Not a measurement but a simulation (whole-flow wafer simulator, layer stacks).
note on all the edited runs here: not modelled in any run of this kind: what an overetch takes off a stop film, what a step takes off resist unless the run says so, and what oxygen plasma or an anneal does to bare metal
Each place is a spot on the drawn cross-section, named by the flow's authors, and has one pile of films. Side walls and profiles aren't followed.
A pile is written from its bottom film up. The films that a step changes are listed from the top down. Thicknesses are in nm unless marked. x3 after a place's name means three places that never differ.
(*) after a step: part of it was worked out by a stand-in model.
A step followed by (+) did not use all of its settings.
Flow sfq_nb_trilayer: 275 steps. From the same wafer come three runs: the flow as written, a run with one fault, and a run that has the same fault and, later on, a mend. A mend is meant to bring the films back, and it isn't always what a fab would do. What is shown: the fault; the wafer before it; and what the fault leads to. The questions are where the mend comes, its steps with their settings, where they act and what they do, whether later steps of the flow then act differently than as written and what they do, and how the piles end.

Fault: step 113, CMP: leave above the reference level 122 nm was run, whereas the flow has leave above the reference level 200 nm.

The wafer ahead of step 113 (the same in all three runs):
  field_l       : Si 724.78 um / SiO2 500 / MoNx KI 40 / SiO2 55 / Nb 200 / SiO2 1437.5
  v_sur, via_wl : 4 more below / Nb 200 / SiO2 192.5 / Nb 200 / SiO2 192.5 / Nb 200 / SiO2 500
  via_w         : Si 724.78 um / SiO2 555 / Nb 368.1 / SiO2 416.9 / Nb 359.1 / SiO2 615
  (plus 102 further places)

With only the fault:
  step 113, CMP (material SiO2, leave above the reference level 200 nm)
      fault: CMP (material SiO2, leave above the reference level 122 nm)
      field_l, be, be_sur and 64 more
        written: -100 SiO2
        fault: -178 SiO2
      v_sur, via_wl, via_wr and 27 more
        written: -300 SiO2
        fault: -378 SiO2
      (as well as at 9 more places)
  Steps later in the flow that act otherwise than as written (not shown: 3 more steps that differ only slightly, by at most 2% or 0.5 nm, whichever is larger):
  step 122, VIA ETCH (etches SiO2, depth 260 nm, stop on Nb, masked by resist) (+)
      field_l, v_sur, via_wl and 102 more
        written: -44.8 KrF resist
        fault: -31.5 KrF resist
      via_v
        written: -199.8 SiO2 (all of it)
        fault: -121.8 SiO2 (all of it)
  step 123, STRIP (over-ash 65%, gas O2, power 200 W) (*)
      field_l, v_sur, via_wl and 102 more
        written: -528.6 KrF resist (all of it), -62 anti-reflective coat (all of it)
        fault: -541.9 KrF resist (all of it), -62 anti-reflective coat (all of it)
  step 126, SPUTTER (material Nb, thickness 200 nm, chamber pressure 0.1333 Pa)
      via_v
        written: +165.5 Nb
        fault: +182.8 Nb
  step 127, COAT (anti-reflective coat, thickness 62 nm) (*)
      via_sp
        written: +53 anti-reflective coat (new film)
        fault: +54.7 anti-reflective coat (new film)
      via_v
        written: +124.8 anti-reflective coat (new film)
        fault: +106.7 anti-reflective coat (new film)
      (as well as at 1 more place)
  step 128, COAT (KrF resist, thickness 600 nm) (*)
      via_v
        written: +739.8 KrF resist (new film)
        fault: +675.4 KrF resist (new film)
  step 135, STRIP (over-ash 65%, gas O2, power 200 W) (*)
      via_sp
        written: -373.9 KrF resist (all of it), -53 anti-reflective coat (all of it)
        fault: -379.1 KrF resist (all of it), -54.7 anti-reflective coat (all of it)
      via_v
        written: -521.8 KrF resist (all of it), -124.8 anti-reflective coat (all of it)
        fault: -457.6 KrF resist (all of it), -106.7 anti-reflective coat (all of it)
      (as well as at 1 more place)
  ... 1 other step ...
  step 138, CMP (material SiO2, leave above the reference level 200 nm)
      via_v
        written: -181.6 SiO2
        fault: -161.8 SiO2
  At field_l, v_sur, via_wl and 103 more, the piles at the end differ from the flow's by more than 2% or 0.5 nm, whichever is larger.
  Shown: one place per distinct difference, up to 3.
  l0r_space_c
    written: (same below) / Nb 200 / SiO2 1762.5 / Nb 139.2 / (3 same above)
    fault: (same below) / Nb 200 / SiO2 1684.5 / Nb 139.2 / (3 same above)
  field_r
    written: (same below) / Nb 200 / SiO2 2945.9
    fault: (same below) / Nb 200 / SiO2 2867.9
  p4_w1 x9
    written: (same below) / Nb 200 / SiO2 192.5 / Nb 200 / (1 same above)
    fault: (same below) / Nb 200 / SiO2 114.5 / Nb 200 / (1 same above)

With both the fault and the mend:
  The mend stands after step 114.
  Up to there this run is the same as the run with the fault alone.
  step 114a, PECVD (material SiO2, thickness 78 nm, 150 C, 17.33 s, RF power 183.3 W, pressure 2.4 Torr, precursor SiH4/N2O) (the flow's step 112, run once more with other settings)
      field_l, v_sur, via_wl and 103 more
        +78 SiO2
  None of the later steps of the flow acts differently than as written at any place that is followed.
  The piles end the same as the flow's at every place that both follow.
